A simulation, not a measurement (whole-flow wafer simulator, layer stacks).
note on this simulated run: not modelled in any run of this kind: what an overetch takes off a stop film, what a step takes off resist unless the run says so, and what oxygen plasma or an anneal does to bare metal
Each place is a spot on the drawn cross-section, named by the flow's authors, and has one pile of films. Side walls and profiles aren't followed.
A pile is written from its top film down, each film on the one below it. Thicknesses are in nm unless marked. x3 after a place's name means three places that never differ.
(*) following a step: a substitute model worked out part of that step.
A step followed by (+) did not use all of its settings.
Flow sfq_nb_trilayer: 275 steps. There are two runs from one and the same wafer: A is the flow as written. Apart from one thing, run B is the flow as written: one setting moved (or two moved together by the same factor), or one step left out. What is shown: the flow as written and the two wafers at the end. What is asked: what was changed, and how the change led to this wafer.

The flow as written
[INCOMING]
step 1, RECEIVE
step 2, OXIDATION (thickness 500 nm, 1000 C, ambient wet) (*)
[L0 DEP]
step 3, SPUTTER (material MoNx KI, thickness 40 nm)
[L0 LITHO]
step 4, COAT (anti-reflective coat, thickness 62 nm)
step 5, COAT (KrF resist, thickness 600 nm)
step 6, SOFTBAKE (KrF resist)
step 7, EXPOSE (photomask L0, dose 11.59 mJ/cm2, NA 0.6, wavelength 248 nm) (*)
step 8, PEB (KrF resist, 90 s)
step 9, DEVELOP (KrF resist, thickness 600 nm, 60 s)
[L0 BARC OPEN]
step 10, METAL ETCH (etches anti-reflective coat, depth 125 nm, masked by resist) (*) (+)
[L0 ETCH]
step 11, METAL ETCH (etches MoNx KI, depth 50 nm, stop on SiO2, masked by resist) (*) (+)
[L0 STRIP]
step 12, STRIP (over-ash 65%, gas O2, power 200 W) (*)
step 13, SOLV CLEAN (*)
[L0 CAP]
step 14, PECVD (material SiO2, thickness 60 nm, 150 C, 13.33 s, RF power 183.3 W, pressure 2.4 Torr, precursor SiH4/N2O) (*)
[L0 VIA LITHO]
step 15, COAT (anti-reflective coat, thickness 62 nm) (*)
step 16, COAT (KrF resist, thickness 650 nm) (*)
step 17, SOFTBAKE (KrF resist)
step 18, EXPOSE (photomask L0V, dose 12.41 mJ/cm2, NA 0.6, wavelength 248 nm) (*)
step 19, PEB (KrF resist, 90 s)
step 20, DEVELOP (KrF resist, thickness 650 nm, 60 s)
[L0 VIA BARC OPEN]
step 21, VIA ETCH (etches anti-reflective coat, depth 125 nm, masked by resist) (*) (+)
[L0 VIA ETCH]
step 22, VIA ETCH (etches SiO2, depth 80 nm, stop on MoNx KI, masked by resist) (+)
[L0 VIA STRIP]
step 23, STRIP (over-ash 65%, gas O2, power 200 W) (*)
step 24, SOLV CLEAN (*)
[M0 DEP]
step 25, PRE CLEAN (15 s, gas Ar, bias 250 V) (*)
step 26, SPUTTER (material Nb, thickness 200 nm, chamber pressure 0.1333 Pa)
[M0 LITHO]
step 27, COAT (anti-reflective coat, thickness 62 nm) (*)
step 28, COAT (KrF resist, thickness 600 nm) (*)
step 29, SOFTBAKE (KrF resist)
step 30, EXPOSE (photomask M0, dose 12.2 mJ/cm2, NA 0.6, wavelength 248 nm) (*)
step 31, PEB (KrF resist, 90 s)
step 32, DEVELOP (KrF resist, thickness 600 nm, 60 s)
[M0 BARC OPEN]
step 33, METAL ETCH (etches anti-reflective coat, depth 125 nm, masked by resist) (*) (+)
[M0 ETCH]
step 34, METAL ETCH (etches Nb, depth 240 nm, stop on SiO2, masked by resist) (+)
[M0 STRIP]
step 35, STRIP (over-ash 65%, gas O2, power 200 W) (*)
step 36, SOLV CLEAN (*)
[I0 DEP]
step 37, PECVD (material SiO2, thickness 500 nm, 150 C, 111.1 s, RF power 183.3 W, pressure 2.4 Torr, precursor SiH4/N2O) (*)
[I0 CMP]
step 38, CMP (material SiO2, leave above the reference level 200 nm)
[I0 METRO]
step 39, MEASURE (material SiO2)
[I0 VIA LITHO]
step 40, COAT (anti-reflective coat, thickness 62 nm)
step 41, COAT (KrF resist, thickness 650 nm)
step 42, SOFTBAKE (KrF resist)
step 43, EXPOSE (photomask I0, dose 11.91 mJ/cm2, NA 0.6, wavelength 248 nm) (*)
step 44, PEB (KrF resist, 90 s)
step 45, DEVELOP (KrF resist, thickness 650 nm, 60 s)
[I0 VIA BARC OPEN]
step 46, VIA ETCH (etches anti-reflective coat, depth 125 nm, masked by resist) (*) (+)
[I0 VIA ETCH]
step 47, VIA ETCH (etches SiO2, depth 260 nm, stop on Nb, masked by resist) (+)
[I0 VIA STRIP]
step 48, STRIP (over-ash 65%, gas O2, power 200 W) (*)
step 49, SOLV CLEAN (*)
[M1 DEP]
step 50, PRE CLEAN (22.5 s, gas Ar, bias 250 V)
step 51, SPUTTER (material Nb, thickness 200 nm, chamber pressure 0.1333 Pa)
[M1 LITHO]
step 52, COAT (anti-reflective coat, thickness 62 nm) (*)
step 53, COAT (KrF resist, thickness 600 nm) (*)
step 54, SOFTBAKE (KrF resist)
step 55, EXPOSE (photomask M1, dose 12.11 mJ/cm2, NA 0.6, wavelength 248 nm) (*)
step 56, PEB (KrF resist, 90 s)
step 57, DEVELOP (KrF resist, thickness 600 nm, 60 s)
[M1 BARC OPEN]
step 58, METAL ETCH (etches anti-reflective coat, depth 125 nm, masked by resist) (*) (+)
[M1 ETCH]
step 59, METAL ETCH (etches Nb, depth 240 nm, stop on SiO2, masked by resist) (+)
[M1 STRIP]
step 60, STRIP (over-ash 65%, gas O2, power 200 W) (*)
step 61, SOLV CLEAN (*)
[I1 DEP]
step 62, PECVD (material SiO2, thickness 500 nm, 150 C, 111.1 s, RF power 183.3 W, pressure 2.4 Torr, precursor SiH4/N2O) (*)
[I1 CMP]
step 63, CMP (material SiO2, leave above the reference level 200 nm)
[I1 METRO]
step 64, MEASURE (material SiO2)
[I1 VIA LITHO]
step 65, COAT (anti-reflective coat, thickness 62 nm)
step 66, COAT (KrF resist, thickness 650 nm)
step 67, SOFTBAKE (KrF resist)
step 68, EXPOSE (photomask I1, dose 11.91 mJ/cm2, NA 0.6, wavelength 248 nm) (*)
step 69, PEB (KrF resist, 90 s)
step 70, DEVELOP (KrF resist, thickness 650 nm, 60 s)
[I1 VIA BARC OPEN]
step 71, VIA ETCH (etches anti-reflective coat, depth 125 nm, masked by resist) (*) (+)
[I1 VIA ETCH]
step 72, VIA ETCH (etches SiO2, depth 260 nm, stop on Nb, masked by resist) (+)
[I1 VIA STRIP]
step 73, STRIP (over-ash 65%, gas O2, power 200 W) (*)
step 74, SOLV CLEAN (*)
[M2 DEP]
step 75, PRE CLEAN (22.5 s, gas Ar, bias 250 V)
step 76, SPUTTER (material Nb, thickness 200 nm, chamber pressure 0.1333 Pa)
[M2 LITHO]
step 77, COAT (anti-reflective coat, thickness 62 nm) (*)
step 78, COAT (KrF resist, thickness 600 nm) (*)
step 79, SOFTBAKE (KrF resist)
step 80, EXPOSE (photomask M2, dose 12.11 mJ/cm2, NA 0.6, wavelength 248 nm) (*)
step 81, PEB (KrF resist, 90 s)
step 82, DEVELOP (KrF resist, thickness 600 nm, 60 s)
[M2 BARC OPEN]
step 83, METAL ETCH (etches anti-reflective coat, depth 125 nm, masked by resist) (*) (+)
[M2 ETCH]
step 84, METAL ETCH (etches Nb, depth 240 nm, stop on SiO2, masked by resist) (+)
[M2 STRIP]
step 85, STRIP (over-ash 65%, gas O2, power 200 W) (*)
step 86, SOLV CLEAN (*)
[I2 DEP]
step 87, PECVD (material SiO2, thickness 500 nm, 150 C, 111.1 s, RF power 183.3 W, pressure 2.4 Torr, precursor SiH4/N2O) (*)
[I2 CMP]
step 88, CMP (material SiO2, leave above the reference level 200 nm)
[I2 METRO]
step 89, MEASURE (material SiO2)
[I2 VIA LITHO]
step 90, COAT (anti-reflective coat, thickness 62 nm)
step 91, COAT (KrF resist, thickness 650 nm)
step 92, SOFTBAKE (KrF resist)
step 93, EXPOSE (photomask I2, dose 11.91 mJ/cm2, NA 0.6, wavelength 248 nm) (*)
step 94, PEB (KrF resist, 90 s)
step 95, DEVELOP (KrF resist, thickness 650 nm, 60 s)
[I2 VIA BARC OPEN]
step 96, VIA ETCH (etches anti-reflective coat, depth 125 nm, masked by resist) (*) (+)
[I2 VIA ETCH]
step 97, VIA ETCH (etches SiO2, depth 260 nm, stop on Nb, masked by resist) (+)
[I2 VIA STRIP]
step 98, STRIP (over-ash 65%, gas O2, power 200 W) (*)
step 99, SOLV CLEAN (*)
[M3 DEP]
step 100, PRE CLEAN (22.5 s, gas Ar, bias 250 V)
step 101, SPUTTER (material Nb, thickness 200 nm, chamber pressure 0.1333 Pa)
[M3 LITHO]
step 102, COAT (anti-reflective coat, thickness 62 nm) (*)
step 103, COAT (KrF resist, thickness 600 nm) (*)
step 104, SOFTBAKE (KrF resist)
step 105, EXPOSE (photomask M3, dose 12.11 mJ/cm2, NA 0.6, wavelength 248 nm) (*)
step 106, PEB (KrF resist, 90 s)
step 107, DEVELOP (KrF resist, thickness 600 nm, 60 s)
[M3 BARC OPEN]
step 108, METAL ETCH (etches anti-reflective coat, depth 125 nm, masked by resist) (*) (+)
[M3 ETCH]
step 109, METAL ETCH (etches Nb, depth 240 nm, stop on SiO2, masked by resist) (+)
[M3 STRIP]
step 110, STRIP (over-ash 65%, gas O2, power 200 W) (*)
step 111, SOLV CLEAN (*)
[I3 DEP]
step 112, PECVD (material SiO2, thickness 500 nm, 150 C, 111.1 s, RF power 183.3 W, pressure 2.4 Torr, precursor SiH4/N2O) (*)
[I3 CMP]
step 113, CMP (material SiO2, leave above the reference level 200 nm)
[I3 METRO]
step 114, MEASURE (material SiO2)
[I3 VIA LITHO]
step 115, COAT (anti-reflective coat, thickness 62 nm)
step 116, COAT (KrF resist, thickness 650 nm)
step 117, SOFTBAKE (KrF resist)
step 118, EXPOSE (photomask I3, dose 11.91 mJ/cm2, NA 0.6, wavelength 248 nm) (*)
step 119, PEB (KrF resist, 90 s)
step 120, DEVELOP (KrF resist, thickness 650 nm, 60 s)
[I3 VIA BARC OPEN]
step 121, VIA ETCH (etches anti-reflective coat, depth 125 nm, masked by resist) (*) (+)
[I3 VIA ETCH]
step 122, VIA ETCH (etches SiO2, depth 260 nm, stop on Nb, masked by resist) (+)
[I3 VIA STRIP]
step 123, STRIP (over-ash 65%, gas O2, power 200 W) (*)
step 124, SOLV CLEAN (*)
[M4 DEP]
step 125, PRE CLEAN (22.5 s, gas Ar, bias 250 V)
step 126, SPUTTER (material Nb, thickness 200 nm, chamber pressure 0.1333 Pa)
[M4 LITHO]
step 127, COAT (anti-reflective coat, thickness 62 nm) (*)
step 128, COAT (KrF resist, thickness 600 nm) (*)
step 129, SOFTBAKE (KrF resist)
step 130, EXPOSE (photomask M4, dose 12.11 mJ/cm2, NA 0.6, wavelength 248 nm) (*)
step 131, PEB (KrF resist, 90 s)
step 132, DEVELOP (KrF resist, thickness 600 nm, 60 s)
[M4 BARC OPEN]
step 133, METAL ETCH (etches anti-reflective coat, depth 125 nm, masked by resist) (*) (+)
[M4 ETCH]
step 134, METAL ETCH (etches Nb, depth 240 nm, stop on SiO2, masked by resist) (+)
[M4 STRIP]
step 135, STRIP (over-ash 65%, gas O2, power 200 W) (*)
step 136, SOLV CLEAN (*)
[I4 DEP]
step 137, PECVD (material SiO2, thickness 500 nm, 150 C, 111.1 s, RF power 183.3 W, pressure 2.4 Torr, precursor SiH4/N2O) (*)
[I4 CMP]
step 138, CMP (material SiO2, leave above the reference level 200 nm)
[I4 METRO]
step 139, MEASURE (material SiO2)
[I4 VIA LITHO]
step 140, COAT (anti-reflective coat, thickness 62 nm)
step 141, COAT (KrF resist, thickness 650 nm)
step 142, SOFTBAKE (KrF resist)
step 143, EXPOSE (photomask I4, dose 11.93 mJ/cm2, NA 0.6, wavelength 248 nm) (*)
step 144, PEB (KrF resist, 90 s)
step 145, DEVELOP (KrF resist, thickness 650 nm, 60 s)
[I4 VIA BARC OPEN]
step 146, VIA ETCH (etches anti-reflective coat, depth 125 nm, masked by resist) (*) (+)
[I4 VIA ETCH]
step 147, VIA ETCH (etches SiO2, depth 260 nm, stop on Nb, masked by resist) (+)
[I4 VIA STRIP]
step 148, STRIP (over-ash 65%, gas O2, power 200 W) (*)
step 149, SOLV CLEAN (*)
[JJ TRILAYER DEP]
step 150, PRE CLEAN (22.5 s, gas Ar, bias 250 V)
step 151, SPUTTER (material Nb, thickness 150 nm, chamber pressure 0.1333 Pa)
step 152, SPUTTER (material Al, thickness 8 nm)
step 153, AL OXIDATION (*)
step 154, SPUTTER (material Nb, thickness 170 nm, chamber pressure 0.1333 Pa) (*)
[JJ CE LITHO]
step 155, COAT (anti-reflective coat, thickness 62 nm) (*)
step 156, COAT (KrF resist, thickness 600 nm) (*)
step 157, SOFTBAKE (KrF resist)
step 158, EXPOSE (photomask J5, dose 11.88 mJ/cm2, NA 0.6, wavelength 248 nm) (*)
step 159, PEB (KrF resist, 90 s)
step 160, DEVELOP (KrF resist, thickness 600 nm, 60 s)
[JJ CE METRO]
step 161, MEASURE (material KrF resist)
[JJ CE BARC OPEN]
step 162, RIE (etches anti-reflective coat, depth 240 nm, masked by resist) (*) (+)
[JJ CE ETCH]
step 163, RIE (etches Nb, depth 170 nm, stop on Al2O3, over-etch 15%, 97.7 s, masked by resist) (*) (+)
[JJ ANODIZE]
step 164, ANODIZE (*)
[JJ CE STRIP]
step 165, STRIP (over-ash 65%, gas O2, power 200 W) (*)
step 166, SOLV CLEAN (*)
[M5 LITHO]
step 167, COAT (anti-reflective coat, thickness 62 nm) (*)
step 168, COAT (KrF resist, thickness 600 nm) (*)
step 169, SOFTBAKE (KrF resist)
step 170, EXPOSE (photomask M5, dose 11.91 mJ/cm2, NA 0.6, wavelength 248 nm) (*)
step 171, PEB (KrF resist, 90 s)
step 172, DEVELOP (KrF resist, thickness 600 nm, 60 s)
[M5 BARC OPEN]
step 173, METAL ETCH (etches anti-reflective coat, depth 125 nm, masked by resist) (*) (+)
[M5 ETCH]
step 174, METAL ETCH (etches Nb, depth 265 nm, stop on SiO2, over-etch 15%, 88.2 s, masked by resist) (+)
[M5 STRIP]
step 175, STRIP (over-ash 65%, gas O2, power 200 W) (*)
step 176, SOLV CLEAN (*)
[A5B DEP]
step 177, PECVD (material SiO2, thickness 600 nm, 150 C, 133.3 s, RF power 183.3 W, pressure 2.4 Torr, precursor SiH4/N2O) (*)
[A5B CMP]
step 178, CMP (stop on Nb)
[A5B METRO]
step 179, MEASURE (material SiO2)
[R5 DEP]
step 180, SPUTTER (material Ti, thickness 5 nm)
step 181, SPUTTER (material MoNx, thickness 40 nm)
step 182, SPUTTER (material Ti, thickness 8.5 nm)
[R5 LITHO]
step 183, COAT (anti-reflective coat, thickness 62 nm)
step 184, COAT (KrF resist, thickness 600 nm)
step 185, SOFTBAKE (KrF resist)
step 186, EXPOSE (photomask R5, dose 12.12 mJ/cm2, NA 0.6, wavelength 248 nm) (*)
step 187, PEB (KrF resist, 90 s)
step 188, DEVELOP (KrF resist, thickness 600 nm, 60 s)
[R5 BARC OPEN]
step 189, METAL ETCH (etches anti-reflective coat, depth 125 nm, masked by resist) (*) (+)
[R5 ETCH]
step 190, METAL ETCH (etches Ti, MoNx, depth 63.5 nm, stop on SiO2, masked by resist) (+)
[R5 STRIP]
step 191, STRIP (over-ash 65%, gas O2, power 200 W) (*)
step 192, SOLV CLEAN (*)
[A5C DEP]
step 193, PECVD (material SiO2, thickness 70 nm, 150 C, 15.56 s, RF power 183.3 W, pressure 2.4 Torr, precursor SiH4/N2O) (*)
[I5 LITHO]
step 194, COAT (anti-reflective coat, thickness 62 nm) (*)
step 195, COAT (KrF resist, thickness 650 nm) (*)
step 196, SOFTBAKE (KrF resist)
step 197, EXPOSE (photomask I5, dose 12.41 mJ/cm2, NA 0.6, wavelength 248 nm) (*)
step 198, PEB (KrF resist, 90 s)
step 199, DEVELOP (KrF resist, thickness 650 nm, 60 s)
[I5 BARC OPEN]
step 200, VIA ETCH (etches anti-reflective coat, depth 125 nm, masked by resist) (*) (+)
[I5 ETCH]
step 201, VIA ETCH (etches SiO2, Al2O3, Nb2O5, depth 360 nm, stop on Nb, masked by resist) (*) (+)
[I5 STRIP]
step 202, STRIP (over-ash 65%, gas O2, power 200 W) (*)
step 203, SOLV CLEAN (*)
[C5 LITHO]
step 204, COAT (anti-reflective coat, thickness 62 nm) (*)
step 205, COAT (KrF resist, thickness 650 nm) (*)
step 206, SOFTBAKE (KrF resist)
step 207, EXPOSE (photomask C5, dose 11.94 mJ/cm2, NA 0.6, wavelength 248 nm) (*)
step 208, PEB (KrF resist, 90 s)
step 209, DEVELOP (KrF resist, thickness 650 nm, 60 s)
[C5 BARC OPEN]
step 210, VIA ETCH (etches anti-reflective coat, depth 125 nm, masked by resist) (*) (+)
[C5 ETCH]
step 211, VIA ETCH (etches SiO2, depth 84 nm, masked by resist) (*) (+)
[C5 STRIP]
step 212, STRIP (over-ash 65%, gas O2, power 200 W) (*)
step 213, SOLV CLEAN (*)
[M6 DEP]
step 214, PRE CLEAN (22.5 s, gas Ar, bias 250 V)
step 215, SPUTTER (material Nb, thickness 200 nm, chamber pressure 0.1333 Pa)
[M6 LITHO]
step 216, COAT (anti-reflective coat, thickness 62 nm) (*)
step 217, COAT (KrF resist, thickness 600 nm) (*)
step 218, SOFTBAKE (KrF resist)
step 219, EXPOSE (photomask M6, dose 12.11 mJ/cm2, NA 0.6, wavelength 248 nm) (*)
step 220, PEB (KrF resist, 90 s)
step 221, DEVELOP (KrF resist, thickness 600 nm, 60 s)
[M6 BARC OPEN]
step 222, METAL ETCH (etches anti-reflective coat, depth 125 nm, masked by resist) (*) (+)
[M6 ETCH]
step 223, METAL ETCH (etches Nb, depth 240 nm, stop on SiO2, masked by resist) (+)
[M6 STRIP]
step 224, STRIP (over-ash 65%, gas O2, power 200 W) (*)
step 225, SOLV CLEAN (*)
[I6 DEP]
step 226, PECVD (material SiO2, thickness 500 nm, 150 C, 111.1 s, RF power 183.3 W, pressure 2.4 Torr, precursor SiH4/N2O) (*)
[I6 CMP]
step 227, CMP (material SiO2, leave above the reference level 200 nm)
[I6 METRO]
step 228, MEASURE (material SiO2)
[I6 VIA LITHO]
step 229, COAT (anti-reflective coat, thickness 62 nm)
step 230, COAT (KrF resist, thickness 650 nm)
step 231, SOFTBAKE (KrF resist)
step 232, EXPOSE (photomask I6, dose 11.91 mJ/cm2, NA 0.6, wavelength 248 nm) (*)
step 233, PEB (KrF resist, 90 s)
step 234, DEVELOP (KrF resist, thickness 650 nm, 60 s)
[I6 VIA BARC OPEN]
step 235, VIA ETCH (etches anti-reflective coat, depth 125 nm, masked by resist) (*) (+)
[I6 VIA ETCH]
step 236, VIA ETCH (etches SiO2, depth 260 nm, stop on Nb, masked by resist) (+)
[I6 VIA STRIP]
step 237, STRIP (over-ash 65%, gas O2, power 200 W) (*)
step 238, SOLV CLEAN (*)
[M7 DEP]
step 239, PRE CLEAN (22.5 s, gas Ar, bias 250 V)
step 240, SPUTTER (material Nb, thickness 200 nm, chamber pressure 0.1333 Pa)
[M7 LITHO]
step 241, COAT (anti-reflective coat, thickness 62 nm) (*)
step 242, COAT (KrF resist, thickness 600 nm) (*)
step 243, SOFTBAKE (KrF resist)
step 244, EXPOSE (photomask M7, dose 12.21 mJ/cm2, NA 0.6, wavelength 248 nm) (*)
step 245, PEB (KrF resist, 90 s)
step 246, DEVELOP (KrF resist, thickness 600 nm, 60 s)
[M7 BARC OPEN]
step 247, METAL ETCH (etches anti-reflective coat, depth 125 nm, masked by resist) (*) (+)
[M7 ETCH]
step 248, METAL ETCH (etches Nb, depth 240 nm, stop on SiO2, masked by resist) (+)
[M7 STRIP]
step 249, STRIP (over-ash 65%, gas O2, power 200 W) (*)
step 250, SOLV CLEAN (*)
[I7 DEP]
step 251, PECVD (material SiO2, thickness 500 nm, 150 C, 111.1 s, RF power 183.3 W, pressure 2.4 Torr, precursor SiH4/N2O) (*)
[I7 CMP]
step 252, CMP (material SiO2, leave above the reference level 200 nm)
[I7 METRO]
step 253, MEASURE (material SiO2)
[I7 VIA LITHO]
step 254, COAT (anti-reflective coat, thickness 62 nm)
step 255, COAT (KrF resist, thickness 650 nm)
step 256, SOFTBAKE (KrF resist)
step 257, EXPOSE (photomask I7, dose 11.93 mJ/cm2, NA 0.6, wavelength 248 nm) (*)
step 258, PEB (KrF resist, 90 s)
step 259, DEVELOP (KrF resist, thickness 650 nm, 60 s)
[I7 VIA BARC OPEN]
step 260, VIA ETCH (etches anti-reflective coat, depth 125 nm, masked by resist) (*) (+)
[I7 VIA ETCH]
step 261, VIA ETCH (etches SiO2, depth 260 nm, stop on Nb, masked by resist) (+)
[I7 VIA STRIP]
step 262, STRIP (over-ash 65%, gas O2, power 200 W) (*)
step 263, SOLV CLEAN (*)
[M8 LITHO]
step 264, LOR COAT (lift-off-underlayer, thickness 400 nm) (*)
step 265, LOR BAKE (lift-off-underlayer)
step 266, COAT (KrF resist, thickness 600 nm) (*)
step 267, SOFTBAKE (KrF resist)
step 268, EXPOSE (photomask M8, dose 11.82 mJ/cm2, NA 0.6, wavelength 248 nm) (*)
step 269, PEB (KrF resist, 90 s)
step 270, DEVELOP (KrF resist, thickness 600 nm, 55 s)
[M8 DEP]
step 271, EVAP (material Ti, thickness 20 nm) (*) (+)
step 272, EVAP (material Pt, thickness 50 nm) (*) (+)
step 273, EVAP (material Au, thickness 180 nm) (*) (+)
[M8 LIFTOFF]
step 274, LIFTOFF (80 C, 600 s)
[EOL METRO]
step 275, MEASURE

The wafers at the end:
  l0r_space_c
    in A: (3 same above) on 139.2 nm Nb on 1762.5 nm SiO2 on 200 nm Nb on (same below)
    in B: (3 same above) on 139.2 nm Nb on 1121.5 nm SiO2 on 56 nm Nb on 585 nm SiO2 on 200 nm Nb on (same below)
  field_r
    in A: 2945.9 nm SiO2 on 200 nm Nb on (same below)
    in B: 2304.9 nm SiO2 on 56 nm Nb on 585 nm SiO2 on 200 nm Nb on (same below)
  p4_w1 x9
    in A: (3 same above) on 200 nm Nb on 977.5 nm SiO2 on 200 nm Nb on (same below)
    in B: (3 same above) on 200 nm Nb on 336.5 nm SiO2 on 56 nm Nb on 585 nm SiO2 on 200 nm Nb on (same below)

Cause: step 84, METAL ETCH: depth 144 nm was run, though the flow has depth 240 nm.

The path from the change to this, step by step:
  step 84, METAL ETCH (etches Nb, depth 240 nm, stop on SiO2, masked by resist) (+)
      field_l, be, be_sur and 81 more: A Nb loses 200 (all of it) | B Nb loses 144
      v_sur, via_wl, via_w and 19 more: A KrF resist loses 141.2 | B KrF resist loses 84.7
  step 85, STRIP (over-ash 65%, gas O2, power 200 W) (*)
      wl_j_sl, wl_jj, wl_j_sr and 12 more: A KrF resist loses 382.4 (all of it), anti-reflective coat loses 62 (all of it) | B KrF resist loses 438.9 (all of it), anti-reflective coat loses 62 (all of it)
      v_sur: A KrF resist loses 380 (all of it), anti-reflective coat loses 61.4 (all of it) | B KrF resist loses 436.5 (all of it), anti-reflective coat loses 61.4 (all of it)
      (as well as at 6 more places)
  step 87, PECVD (material SiO2, thickness 500 nm, 150 C, 111.1 s, RF power 183.3 W, pressure 2.4 Torr, precursor SiH4/N2O) (*)
      field_l, be, be_sur and 81 more: A SiO2 gains 500 | B SiO2 gains 500 (new film)
  step 88, CMP (material SiO2, leave above the reference level 200 nm)
      field_l, be, be_sur and 81 more: A SiO2 loses 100 | B SiO2 loses 156
With metal films that touch counted as one body, l0r_space_c has 3 bodies (between them, from the top down: SiO2 1121.5; SiO2 585); the flow as written gives 2 bodies (between them, from the top down: SiO2 1762.5).
With metal films that touch counted as one body, field_r has 2 bodies (between them, from the top down: SiO2 585); the flow as written gives 1 body.
With metal films that touch counted as one body, p4_w1 x9 has 4 bodies (between them, from the top down: SiO2 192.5; SiO2 336.5; SiO2 585); the flow as written gives 3 bodies (between them, from the top down: SiO2 192.5; SiO2 977.5).
